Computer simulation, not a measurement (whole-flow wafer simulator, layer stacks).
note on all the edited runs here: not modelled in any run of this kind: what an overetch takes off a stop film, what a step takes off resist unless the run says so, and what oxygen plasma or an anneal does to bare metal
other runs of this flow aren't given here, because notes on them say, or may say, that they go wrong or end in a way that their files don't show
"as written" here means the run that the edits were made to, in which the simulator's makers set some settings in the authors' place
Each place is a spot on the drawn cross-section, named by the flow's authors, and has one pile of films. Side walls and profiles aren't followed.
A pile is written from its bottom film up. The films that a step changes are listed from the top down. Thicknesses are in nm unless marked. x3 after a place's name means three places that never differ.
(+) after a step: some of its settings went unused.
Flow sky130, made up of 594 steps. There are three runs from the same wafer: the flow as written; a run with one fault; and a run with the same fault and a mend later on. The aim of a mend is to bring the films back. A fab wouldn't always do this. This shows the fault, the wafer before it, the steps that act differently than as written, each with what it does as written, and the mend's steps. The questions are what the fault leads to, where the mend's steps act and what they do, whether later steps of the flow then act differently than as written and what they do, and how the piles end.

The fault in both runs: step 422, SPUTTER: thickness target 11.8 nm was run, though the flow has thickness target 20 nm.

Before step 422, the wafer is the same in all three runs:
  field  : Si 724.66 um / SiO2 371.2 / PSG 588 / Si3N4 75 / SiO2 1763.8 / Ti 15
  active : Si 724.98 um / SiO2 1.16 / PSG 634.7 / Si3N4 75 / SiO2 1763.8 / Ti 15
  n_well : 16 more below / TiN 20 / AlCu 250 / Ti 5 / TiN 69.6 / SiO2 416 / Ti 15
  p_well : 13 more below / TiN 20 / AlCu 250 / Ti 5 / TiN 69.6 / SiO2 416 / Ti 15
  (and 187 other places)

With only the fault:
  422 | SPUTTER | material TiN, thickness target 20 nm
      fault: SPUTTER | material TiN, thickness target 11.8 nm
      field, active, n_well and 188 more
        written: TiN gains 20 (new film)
        fault: TiN gains 11.8 (new film)
  Steps later in the flow that act otherwise than as written (14 more steps, not shown, differ only slightly: by at most 2% or 0.5 nm, whichever is larger):
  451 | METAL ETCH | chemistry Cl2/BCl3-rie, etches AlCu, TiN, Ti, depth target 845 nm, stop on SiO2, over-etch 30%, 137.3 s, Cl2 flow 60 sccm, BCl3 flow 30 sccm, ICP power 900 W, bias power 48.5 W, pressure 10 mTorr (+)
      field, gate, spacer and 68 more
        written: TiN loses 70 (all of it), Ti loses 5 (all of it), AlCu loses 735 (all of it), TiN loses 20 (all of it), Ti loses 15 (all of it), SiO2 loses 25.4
        fault: TiN loses 70 (all of it), Ti loses 5 (all of it), AlCu loses 735 (all of it), TiN loses 11.8 (all of it), Ti loses 15 (all of it), SiO2 loses 26.2
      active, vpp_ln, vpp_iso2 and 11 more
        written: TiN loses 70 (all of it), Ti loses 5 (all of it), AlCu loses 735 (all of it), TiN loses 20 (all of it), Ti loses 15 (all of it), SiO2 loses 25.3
        fault: TiN loses 70 (all of it), Ti loses 5 (all of it), AlCu loses 735 (all of it), TiN loses 11.8 (all of it), Ti loses 15 (all of it), SiO2 loses 26.2
  The piles end different from the flow's at n_well, p_well, gate_hv and 104 more by more than 2% or 0.5 nm, whichever is larger.
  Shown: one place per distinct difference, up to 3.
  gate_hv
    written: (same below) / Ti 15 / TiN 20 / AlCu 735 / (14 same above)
    fault: (same below) / Ti 15 / TiN 11.8 / AlCu 735 / (14 same above)
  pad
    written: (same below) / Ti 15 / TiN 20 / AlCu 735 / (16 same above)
    fault: (same below) / Ti 15 / TiN 11.8 / AlCu 735 / (16 same above)
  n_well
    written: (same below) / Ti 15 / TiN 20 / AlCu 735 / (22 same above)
    fault: (same below) / Ti 15 / TiN 11.8 / AlCu 735 / (22 same above)

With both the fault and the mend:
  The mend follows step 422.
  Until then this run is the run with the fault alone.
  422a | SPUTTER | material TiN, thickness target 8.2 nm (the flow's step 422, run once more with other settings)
      field, active, n_well and 188 more
        TiN gains 8.2
  None of the later steps of the flow acts differently than as written at any place that is followed.
  By the end, the piles equal the flow's at every place that both follow.
